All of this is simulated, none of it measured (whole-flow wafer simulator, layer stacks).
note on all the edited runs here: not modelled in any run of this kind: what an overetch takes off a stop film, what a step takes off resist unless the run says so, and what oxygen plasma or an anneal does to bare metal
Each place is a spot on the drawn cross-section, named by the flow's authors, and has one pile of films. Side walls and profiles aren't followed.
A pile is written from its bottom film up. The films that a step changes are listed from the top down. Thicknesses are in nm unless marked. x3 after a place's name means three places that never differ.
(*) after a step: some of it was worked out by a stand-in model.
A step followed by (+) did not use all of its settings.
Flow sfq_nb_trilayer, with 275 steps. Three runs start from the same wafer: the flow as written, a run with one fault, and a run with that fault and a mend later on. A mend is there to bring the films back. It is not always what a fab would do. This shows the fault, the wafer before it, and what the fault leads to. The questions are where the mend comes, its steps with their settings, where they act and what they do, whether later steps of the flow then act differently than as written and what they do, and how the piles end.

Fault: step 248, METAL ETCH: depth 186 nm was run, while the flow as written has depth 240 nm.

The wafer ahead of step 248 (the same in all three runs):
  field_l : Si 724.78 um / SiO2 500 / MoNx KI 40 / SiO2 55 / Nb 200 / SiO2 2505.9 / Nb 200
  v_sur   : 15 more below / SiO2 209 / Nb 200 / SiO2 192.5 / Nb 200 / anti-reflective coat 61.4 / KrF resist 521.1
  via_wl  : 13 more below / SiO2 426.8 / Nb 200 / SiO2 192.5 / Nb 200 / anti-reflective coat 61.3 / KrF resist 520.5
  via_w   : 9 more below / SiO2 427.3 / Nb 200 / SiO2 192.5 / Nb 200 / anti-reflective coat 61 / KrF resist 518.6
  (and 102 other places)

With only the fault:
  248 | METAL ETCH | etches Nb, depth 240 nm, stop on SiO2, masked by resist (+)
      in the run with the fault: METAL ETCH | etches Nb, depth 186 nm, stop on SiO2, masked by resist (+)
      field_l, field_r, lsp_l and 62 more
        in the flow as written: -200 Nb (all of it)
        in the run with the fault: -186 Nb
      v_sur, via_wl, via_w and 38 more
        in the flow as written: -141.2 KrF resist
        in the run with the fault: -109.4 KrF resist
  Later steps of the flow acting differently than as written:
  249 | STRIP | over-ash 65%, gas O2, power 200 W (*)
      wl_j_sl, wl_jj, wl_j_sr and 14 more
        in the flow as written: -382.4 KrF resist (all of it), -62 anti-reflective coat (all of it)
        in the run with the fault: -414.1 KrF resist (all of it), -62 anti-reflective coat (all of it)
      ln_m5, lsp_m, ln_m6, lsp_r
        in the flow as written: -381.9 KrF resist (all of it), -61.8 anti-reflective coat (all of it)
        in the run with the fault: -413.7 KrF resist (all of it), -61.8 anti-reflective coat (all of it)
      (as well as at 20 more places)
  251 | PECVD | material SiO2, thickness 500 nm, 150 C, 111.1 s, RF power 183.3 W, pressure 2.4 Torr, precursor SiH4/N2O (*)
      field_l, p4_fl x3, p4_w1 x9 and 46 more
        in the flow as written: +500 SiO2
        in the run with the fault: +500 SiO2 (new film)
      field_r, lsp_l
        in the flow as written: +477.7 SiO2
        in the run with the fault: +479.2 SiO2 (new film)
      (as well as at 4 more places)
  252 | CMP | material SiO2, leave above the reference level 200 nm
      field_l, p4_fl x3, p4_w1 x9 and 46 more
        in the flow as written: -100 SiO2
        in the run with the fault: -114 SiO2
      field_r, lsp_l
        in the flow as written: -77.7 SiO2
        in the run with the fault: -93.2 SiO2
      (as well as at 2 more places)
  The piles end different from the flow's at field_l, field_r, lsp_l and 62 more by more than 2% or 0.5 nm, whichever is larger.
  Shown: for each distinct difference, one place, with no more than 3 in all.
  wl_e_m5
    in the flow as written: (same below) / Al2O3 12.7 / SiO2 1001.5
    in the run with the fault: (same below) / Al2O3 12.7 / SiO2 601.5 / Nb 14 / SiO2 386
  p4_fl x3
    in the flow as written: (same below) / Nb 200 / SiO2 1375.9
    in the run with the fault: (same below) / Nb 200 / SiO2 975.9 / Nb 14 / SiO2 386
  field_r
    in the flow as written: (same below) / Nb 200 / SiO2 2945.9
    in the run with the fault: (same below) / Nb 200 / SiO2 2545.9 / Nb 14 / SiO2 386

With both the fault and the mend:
  The mend follows step 248.
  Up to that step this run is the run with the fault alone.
  248a | METAL ETCH | etches Nb, depth 54 nm, stop on SiO2, masked by resist (+) (the flow's step 248, run once more with other settings)
      field_l, field_r, lsp_l and 62 more
        -14 Nb (all of it)
      v_sur, via_wl, via_w and 38 more
        -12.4 KrF resist
  Later steps of the flow acting differently than as written:
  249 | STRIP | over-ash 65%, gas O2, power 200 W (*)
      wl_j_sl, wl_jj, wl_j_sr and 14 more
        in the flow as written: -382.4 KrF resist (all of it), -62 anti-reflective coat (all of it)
        in the run with the mend: -401.8 KrF resist (all of it), -62 anti-reflective coat (all of it)
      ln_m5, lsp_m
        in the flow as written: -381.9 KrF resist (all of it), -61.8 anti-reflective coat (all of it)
        in the run with the mend: -401.3 KrF resist (all of it), -61.8 anti-reflective coat (all of it)
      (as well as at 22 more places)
  At every place that both follow, the piles at the end match the flow's.
